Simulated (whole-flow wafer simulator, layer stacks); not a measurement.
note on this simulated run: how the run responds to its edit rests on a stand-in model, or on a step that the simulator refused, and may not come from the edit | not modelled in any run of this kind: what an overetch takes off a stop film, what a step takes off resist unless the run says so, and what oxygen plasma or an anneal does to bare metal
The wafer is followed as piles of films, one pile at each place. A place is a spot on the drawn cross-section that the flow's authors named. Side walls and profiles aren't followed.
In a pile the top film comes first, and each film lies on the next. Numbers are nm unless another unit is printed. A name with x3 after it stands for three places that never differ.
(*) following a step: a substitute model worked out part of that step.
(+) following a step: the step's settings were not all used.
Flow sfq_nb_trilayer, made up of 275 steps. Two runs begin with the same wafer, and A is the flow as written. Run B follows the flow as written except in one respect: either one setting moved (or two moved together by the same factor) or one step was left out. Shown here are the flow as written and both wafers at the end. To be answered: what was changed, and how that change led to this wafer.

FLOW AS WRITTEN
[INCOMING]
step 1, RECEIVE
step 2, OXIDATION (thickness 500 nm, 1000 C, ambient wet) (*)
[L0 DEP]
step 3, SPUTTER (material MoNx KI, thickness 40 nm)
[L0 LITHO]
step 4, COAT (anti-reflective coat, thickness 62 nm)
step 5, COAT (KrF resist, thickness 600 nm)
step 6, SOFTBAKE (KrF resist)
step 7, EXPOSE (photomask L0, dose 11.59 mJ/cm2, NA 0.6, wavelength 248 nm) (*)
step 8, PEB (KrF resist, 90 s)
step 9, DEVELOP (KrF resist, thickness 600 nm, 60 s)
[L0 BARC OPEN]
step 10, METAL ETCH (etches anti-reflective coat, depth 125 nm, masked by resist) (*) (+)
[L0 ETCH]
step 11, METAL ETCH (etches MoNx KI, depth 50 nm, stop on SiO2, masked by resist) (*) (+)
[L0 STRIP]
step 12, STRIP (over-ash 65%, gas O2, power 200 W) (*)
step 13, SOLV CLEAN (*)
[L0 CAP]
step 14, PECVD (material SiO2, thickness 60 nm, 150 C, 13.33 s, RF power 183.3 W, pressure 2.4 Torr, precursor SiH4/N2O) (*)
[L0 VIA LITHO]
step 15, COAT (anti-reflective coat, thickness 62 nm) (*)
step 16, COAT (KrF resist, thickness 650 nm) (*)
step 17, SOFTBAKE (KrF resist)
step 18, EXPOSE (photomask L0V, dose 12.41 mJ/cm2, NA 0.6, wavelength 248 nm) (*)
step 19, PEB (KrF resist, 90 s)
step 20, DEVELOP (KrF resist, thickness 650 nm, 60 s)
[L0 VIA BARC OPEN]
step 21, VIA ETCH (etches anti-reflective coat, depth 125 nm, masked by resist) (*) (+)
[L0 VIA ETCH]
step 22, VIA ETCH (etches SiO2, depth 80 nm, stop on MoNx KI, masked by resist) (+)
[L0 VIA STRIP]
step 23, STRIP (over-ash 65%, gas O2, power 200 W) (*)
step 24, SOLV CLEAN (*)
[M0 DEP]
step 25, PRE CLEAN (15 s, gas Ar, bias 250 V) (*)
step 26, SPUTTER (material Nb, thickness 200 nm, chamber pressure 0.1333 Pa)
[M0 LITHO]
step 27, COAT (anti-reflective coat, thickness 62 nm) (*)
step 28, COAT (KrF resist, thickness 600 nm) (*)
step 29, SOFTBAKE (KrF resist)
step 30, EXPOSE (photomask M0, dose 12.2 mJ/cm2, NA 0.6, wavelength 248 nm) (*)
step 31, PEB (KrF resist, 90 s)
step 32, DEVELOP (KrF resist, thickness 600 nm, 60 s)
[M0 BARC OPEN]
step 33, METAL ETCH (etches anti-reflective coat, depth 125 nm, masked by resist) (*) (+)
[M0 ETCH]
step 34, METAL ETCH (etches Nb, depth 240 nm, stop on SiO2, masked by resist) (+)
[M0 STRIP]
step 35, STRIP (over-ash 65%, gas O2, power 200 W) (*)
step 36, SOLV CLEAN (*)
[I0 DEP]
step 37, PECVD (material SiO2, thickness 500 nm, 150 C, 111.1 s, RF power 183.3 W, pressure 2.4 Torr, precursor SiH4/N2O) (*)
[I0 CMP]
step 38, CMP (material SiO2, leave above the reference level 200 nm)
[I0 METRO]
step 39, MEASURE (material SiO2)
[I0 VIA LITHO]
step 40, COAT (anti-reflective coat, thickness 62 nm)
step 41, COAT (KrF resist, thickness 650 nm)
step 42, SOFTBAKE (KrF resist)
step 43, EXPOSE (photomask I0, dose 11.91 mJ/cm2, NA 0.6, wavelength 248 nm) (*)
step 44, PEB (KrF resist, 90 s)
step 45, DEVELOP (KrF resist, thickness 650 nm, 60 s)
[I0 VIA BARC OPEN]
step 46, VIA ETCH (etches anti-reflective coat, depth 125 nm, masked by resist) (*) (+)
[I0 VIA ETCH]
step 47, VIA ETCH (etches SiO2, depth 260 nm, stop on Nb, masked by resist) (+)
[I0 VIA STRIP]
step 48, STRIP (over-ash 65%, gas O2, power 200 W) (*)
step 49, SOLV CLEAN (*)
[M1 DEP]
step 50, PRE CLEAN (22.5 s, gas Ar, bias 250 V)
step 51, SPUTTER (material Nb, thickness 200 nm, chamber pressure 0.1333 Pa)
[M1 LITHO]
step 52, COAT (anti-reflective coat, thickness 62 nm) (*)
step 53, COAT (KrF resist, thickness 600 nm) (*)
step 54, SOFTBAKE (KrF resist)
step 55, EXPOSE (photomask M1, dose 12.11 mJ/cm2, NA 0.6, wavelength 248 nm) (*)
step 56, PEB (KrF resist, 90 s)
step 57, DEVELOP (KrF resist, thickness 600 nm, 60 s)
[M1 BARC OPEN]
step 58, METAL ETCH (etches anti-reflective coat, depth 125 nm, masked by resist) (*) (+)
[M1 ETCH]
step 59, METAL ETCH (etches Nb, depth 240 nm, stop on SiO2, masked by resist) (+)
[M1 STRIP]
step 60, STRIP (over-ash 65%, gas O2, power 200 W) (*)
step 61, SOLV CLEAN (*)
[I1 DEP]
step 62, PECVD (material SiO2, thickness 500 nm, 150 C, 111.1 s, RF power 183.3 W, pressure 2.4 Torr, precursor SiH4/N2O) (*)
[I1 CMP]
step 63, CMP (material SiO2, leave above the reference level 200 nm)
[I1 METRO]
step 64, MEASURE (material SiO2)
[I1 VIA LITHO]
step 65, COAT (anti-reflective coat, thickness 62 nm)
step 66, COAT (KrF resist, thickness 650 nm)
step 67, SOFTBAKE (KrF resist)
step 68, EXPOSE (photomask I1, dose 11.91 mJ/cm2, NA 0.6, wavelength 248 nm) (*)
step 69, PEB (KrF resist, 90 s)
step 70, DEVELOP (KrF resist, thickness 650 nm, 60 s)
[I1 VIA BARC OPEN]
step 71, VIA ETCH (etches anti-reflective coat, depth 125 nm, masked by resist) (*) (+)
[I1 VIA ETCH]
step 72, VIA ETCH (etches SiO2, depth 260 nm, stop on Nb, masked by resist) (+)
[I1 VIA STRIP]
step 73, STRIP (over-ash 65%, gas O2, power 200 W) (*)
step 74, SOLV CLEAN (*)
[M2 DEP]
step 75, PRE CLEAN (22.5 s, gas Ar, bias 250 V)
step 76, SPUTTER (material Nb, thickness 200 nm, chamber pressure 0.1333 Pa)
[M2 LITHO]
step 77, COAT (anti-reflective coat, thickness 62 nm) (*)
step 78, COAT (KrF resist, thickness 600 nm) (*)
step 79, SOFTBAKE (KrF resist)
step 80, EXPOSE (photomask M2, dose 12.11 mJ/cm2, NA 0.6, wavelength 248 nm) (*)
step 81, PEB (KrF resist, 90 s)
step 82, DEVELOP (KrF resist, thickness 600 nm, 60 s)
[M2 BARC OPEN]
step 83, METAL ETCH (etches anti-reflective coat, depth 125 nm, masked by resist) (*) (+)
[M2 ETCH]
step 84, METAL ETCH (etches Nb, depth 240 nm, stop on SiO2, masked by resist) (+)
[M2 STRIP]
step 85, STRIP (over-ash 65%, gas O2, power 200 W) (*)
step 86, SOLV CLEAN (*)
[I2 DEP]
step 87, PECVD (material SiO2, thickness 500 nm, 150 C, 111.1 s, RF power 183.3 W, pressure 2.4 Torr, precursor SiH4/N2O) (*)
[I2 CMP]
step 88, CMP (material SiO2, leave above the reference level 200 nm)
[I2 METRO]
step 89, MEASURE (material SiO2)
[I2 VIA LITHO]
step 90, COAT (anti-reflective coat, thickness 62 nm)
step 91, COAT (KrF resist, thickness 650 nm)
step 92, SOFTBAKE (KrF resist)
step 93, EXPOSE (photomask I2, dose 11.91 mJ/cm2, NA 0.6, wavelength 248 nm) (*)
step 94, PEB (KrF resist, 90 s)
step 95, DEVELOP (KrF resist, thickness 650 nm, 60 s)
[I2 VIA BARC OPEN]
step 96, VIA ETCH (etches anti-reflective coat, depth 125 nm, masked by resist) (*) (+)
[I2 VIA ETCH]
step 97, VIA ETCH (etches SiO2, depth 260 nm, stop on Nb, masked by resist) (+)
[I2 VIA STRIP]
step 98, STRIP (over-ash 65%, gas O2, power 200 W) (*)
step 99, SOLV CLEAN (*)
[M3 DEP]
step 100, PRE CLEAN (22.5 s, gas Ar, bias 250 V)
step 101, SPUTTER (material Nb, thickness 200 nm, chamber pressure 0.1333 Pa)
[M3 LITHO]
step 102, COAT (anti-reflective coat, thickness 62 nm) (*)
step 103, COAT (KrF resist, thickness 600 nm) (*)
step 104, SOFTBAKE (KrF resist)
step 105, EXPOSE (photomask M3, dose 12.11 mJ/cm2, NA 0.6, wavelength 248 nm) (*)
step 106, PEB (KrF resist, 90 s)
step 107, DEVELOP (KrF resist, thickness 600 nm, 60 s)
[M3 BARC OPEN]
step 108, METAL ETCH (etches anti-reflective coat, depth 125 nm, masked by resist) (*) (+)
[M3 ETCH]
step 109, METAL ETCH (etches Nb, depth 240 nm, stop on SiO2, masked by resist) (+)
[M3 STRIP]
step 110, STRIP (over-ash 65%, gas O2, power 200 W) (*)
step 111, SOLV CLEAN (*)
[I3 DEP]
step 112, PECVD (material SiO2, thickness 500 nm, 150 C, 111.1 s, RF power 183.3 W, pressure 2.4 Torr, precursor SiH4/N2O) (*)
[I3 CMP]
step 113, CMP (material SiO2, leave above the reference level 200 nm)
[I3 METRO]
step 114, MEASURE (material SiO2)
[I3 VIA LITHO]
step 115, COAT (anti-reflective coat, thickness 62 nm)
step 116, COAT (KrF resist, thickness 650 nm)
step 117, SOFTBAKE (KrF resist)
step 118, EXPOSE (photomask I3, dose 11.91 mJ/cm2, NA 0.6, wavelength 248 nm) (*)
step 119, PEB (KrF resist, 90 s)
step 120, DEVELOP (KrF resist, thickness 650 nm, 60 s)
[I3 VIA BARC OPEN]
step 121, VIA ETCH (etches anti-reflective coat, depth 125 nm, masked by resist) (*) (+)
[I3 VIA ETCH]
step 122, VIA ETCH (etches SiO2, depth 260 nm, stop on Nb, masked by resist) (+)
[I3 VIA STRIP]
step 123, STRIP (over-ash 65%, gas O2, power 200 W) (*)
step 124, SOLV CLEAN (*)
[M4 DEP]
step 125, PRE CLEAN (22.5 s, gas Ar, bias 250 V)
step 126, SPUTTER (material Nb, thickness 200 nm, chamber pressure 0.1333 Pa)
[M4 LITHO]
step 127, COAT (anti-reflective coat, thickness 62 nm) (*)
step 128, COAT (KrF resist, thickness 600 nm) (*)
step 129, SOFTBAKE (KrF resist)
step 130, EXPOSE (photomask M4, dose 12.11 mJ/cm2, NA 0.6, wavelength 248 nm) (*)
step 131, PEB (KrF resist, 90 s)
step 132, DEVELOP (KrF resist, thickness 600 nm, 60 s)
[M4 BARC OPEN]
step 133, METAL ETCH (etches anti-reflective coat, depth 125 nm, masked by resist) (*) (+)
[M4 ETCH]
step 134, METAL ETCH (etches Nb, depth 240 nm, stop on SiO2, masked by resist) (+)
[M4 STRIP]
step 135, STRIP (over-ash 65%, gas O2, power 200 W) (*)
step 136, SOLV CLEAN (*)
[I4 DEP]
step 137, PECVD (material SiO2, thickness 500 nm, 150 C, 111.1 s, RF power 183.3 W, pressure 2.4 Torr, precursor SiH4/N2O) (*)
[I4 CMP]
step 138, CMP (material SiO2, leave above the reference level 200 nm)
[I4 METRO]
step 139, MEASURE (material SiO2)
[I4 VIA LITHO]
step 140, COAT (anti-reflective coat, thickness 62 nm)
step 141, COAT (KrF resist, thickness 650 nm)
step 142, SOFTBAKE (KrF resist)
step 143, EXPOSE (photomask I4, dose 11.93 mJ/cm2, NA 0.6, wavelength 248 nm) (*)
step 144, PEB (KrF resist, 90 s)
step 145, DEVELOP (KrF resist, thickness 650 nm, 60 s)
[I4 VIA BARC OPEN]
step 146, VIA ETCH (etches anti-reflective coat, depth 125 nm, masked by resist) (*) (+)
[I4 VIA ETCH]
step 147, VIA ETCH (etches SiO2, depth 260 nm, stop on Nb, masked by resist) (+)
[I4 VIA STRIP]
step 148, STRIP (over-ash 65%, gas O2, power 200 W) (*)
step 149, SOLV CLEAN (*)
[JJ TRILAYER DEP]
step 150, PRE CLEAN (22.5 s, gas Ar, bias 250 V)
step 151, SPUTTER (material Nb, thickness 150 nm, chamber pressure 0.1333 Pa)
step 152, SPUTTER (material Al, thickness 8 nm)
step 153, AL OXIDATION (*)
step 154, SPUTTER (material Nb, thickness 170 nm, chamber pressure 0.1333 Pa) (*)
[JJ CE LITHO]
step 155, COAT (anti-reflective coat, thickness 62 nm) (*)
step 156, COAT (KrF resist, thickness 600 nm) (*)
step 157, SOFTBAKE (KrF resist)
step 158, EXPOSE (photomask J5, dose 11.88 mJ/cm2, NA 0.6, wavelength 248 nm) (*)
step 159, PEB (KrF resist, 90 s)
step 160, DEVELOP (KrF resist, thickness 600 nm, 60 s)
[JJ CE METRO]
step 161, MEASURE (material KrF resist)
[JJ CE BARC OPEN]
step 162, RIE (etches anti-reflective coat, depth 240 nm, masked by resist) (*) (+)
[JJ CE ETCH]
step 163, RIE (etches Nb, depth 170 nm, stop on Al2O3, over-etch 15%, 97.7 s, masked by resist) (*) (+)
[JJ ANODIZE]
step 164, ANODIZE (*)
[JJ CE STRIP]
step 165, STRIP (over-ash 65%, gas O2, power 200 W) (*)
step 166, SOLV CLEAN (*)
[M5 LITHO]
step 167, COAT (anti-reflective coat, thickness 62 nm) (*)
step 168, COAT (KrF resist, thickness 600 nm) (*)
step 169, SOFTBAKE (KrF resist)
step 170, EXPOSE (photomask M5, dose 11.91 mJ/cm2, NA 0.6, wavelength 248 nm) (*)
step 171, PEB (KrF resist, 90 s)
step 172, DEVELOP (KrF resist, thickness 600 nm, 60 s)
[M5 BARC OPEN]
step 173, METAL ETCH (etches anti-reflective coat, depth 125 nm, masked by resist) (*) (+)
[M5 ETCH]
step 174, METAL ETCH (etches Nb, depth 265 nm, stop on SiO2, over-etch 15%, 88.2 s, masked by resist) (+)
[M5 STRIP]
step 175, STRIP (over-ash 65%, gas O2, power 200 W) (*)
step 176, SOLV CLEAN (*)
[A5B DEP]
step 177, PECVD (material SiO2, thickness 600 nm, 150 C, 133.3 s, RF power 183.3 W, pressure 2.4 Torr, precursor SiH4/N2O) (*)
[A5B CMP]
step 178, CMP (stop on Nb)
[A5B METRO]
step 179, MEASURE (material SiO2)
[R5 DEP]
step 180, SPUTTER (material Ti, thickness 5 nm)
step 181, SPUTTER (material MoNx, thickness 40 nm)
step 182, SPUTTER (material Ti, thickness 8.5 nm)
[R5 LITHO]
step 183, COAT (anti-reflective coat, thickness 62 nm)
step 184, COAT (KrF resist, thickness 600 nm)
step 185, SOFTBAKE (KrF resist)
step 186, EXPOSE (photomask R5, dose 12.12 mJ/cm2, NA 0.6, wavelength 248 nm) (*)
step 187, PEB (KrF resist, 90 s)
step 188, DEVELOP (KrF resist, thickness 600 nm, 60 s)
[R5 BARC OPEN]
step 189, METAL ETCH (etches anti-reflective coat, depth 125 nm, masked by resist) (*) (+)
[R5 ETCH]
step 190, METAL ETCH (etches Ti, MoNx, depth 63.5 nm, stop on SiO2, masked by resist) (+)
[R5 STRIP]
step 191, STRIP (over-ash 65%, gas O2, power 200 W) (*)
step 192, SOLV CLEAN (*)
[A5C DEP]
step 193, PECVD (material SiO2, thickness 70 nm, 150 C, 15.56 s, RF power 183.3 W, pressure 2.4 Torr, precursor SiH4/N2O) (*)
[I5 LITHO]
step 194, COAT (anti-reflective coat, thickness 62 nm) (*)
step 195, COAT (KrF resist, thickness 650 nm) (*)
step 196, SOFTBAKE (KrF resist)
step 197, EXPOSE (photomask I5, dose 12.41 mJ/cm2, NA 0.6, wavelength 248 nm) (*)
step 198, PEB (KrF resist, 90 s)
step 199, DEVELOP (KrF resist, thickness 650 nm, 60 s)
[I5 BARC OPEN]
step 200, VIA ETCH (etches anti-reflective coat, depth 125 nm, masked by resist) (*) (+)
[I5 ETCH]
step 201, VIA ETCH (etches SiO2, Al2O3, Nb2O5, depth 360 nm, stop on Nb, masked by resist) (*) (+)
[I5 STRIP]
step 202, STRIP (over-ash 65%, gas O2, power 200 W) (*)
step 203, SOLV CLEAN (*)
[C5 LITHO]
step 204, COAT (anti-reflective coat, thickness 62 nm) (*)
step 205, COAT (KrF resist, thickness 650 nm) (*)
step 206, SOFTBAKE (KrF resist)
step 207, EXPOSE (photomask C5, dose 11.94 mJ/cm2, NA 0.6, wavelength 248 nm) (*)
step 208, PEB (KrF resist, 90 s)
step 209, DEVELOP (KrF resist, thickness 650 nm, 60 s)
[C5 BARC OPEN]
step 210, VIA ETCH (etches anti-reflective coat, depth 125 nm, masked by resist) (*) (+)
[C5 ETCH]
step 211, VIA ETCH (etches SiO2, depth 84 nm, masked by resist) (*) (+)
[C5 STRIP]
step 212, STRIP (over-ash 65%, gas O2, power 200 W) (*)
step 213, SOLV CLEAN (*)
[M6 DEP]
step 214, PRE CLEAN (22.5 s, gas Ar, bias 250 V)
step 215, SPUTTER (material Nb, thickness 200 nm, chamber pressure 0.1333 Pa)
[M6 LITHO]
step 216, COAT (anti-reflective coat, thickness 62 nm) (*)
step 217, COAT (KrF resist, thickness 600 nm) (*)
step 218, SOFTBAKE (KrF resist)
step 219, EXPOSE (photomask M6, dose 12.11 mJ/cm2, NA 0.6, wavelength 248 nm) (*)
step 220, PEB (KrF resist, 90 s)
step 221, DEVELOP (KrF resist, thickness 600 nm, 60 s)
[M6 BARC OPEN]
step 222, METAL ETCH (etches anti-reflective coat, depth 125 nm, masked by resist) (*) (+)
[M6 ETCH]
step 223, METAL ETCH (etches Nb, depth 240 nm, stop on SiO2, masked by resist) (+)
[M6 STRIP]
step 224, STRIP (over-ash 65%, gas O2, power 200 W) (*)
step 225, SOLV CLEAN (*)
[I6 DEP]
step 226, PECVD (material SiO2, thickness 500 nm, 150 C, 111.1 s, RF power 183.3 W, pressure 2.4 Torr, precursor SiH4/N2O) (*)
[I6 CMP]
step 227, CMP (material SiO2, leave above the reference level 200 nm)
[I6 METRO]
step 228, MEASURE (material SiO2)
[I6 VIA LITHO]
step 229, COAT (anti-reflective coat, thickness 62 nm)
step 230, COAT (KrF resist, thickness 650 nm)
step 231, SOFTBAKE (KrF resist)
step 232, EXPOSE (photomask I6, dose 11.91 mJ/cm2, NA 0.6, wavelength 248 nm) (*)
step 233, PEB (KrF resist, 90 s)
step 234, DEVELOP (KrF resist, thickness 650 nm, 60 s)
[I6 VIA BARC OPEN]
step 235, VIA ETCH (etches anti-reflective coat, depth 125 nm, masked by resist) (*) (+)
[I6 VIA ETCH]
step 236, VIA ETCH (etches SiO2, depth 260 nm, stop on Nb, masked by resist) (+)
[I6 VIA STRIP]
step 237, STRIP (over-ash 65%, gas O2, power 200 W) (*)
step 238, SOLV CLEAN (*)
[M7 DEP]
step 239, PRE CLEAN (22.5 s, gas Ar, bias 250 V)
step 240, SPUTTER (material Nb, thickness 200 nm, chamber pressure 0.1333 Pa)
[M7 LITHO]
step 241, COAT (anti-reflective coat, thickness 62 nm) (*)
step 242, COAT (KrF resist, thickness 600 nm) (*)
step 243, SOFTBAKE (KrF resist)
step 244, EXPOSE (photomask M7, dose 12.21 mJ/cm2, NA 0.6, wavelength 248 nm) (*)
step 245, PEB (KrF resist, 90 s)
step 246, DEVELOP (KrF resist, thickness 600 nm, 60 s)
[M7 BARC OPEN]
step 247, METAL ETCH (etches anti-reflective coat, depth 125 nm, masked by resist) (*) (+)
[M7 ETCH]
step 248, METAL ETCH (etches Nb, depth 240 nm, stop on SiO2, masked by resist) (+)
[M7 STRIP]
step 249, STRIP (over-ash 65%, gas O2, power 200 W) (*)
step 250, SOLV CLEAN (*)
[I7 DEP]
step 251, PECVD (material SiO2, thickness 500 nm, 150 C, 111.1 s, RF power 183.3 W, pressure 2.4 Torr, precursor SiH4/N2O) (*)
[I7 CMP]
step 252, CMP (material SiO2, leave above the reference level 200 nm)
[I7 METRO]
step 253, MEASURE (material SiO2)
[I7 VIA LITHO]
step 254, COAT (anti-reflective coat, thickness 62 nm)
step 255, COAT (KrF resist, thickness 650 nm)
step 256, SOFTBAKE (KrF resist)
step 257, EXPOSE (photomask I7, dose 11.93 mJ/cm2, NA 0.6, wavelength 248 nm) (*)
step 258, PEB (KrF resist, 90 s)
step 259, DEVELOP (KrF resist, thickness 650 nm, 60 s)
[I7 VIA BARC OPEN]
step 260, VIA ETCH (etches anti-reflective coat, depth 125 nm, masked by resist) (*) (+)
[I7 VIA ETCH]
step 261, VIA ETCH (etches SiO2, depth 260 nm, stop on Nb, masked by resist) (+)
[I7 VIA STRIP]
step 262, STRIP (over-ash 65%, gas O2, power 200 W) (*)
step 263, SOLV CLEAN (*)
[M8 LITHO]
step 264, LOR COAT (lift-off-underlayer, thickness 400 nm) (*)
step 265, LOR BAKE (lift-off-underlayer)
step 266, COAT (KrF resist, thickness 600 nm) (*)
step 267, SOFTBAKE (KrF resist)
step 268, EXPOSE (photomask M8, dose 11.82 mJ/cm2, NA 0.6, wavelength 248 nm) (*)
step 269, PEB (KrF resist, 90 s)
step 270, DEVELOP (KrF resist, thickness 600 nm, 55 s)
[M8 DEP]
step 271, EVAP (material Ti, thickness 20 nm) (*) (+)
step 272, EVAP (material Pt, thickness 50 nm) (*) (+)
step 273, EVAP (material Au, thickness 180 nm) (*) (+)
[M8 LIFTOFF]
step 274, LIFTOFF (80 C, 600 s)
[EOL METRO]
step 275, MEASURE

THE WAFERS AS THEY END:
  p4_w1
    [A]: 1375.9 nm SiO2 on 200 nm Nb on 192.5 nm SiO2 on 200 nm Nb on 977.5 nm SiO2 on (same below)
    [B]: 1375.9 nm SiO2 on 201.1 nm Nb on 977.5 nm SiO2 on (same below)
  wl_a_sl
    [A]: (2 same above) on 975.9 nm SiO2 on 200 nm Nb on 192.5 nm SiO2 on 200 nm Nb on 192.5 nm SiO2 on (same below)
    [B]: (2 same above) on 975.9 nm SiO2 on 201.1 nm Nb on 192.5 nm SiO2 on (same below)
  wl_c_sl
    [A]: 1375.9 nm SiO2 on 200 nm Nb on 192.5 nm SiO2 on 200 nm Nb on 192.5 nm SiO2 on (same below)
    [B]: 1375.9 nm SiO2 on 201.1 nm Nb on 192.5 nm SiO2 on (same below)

What caused this: step 112, PECVD: material SiO2, thickness 500 nm, 150 C, 111.1 s, RF power 183.3 W, pressure 2.4 Torr, precursor SiH4/N2O (*), was not run.

How this came from the change, step by step:
  step 113, CMP (material SiO2, leave above the reference level 200 nm)
      field_l, be, be_sur and 64 more: A -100 SiO2 | B nothing
      v_sur, via_wl, via_wr and 27 more: A -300 SiO2 | B -192.5 Nb
      (also at 9 further places)
  step 115, COAT (anti-reflective coat, thickness 62 nm)
      p3_s0, p3_s1, p3_s2, p3_s3, p3_s4, p3_s5: A +62 anti-reflective coat (new film) | B +63.8 anti-reflective coat (new film)
      p3_l1, p3_l2, p3_l3, p3_l4, p3_l5, p3_l6: A +62 anti-reflective coat (new film) | B +59.5 anti-reflective coat (new film)
      (also at 17 further places)
  step 116, COAT (KrF resist, thickness 650 nm)
      via_w: A +650 KrF resist (new film) | B +666.2 KrF resist (new film)
  step 122, VIA ETCH (etches SiO2, depth 260 nm, stop on Nb, masked by resist) (+)
      via_v: A -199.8 SiO2 (all of it) | B -7.5 Nb (all of it), -170 SiO2
  step 123, STRIP (over-ash 65%, gas O2, power 200 W) (*)
      p3_s1, p3_s2, p3_s3, p3_s4: A -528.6 KrF resist (all of it), -62 anti-reflective coat (all of it) | B -530.5 KrF resist (all of it), -63.8 anti-reflective coat (all of it)
      p3_l2, p3_l3, p3_l4, p3_l5: A -528.6 KrF resist (all of it), -62 anti-reflective coat (all of it) | B -527.3 KrF resist (all of it), -59.5 anti-reflective coat (all of it)
      (also at 21 further places)
  step 125, PRE CLEAN (22.5 s, gas Ar, bias 250 V)
      v_sur, via_wl, via_w and 27 more: A -7.5 SiO2 | B -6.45 Nb
      via_v: A -6.45 Nb | B -7.5 SiO2
  step 126, SPUTTER (material Nb, thickness 200 nm, chamber pressure 0.1333 Pa)
      v_sur, via_wl, via_wr and 26 more: A +200 Nb (new film) | B +200 Nb
      via_w: A +200 Nb (new film) | B +197.4 Nb
      (also at 1 further place)
  step 127, COAT (anti-reflective coat, thickness 62 nm) (*)
      p3_s0, p3_s1, p3_s2, p3_s3, p3_s4, p3_s5: A +62 anti-reflective coat (new film) | B +64.1 anti-reflective coat (new film)
      p3_l1, p3_l2, p3_l3, p3_l4, p3_l5, p3_l6: A +62 anti-reflective coat (new film) | B +59.3 anti-reflective coat (new film)
      (also at 20 further places)
  step 128, COAT (KrF resist, thickness 600 nm) (*)
      via_w: A +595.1 KrF resist (new film) | B +612.5 KrF resist (new film)
      via_v: A +739.8 KrF resist (new film) | B +719.7 KrF resist (new film)
  step 133, METAL ETCH (etches anti-reflective coat, depth 125 nm, masked by resist) (*) (+)
      p3_s0, p3_s1, p3_s2, p3_s3, p3_s4, p3_s5: A -62 anti-reflective coat (all of it) | B -64.1 anti-reflective coat (all of it)
      wl_d_sl, wl_d_sr, r5r_line_l: A -62 anti-reflective coat (all of it) | B -63.4 anti-reflective coat (all of it)
      (also at 7 further places)
  step 135, STRIP (over-ash 65%, gas O2, power 200 W) (*)
      p3_l2, p3_l3, p3_l4, p3_l5: A -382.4 KrF resist (all of it), -62 anti-reflective coat (all of it) | B -379.8 KrF resist (all of it), -59.3 anti-reflective coat (all of it)
      v_sur: A -379.9 KrF resist (all of it), -61.4 anti-reflective coat (all of it) | B -374.8 KrF resist (all of it), -57.9 anti-reflective coat (all of it)
      (also at 11 further places)
  step 137, PECVD (material SiO2, thickness 500 nm, 150 C, 111.1 s, RF power 183.3 W, pressure 2.4 Torr, precursor SiH4/N2O) (*)
      via_v: A +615 SiO2 (new film) | B +590.2 SiO2 (new film)
  step 138, CMP (material SiO2, leave above the reference level 200 nm)
      field_l, be, be_sur and 55 more: A -100 SiO2 | B -91.4 SiO2
      ln_m5, lsp_m, ln_m6, p4_fl, p4_fm, p4_g1, p4_g2, p4_fr: A -300 SiO2 | B -291.4 SiO2
      (also at 4 further places)
  step 147, VIA ETCH (etches SiO2, depth 260 nm, stop on Nb, masked by resist) (+)
      via_w: A -199.8 SiO2 (all of it) | B -243.3 SiO2 (all of it)
  step 151, SPUTTER (material Nb, thickness 150 nm, chamber pressure 0.1333 Pa)
      via_w: A +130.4 Nb | B +125.3 Nb
  step 154, SPUTTER (material Nb, thickness 170 nm, chamber pressure 0.1333 Pa) (*)
      via_w: A +141 Nb (new film) | B +133.5 Nb (new film)
  ... 11 other steps ...
  step 178, CMP (stop on Nb)
      via_w: A -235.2 SiO2 | B -226.5 SiO2
With metal films that touch counted as one body, p4_w1 has 2 bodies (between them, from the top down: SiO2 977.5); the flow as written gives 3 bodies (between them, from the top down: SiO2 192.5; SiO2 977.5).
With metal films that touch counted as one body, wl_a_sl has 5 bodies (between them, from the top down: SiO2 975.9; SiO2 192.5; SiO2 192.5; SiO2 192.5); the flow as written gives 6 bodies (between them, from the top down: SiO2 975.9; SiO2 192.5; SiO2 192.5; SiO2 192.5; SiO2 192.5).
With metal films that touch counted as one body, wl_c_sl has 4 bodies (between them, from the top down: SiO2 192.5; SiO2 192.5; SiO2 192.5); the flow as written gives 5 bodies (between them, from the top down: SiO2 192.5; SiO2 192.5; SiO2 192.5; SiO2 192.5).
